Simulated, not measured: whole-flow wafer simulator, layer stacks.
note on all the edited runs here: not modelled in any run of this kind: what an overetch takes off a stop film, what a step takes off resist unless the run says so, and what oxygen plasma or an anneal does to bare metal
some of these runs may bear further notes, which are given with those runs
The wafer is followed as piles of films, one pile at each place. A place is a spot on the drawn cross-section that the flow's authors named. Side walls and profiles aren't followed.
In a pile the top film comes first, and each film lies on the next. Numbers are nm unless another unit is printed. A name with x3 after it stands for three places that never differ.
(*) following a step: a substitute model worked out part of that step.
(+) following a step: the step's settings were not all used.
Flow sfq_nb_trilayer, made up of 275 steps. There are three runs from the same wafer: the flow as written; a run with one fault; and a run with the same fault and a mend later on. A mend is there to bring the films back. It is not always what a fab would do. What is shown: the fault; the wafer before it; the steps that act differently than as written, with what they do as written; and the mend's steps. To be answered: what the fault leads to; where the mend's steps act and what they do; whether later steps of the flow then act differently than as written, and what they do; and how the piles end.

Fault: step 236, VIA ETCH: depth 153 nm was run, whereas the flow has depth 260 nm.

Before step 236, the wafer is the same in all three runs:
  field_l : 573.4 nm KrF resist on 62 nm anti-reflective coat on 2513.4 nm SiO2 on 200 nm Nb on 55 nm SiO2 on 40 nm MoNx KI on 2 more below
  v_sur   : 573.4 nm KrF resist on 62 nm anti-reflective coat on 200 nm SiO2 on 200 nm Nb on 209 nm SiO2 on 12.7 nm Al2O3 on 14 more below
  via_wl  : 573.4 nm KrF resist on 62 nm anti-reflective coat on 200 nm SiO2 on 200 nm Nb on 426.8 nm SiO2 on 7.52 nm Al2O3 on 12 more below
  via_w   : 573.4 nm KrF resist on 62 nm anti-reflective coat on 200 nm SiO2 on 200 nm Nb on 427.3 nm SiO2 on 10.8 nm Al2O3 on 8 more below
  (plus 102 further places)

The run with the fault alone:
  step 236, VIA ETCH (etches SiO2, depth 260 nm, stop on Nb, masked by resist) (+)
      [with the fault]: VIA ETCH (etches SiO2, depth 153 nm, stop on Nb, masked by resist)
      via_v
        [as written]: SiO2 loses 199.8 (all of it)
        [with the fault]: SiO2 loses 153
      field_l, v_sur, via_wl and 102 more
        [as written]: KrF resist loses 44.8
        [with the fault]: KrF resist loses 26.4
  Steps later in the flow that act otherwise than as written (3 other steps are not shown; they differ only slightly, by no more than 2% or 0.5 nm, whichever is larger):
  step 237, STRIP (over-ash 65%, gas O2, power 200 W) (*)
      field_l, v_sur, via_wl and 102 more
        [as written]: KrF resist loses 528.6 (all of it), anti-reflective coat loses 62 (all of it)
        [with the fault]: KrF resist loses 547.1 (all of it), anti-reflective coat loses 62 (all of it)
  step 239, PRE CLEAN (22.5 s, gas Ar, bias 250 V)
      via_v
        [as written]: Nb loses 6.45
        [with the fault]: SiO2 loses 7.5
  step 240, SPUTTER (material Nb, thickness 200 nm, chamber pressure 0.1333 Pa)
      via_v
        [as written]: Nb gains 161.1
        [with the fault]: Nb gains 172.2 (new film)
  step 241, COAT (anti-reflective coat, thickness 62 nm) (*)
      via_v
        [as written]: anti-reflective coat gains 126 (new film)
        [with the fault]: anti-reflective coat gains 114.3 (new film)
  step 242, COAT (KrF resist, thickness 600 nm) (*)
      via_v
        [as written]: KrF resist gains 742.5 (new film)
        [with the fault]: KrF resist gains 704.7 (new film)
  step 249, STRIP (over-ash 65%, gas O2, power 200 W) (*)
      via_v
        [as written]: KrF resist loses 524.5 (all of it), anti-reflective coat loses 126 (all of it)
        [with the fault]: KrF resist loses 486.8 (all of it), anti-reflective coat loses 114.3 (all of it)
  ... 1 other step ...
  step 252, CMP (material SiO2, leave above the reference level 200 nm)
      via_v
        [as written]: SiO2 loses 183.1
        [with the fault]: SiO2 loses 157.1
  The piles end different from the flow's at via_v by more than 2% or 0.5 nm, whichever is larger.
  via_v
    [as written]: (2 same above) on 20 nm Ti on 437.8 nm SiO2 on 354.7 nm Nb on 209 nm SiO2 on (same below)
    [with the fault]: (2 same above) on 20 nm Ti on 381 nm SiO2 on 172.2 nm Nb on 39.3 nm SiO2 on 200 nm Nb on 209 nm SiO2 on (same below)

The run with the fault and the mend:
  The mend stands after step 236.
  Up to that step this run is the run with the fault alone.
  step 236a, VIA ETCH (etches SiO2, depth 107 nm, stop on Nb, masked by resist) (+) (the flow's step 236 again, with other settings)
      field_l, v_sur, via_wl and 102 more
        KrF resist loses 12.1
      via_v
        SiO2 loses 46.8 (all of it)
  Later steps of the flow that are run all act as written at every place that is followed, up to a difference of at most 2% or 0.5 nm, whichever is larger.
  By the end, the piles equal the flow's at every place that both follow.
